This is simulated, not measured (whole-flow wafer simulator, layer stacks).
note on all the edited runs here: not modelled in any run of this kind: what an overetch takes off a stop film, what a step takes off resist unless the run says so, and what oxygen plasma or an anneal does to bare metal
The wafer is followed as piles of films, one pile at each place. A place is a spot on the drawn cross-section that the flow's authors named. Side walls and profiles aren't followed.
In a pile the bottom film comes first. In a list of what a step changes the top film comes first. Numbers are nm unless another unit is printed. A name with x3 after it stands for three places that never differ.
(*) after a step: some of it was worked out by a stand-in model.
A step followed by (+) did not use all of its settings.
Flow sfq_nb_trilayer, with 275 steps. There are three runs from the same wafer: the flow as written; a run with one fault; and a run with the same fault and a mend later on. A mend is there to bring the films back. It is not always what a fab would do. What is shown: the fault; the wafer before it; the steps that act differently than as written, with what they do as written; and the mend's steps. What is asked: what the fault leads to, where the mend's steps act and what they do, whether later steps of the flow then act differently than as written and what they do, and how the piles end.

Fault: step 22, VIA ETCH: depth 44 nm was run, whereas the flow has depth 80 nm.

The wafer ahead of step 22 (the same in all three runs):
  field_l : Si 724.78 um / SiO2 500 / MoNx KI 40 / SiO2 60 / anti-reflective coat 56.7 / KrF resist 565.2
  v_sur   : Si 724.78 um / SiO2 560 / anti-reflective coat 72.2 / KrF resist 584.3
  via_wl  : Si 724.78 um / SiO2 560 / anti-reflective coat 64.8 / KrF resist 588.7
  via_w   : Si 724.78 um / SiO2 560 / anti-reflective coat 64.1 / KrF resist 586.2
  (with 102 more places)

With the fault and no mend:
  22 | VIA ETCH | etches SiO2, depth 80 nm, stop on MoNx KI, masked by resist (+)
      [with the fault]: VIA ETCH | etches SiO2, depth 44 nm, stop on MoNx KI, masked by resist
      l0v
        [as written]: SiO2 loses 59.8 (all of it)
        [with the fault]: SiO2 loses 44
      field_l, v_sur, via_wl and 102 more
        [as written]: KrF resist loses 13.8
        [with the fault]: KrF resist loses 7.59
  Steps further on in the flow that do not act as written (not shown: 5 more steps that differ only slightly, by at most 2% or 0.5 nm, whichever is larger):
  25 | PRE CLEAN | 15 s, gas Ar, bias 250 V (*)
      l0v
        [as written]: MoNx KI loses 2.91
        [with the fault]: SiO2 loses 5
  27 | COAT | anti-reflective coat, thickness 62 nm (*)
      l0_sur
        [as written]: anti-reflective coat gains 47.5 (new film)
        [with the fault]: anti-reflective coat gains 49 (new film)
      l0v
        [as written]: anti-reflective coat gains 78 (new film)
        [with the fault]: anti-reflective coat gains 73.8 (new film)
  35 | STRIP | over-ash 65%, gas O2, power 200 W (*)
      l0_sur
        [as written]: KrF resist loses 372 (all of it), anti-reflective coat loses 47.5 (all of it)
        [with the fault]: KrF resist loses 372.8 (all of it), anti-reflective coat loses 49 (all of it)
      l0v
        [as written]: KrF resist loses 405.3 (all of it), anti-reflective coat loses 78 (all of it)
        [with the fault]: KrF resist loses 396.7 (all of it), anti-reflective coat loses 73.8 (all of it)
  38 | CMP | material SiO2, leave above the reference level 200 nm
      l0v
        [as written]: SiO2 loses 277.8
        [with the fault]: SiO2 loses 293.8
  The piles end different from the flow's at l0v by more than 2% or 0.5 nm, whichever is larger.
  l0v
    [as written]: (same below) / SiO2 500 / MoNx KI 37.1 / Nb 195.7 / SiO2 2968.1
    [with the fault]: (same below) / SiO2 500 / MoNx KI 40 / SiO2 10.8 / Nb 198 / SiO2 2952.1

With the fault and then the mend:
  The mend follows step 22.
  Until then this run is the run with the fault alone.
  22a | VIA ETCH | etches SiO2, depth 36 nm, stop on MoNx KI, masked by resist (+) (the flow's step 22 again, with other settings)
      field_l, v_sur, via_wl and 102 more
        KrF resist loses 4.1
      l0v
        SiO2 loses 15.8 (all of it)
  Every later step of the flow that is run acts as written, at every place that is followed, to within 2% or 0.5 nm, whichever is larger.
  The piles end the same as the flow's at every place that both follow.
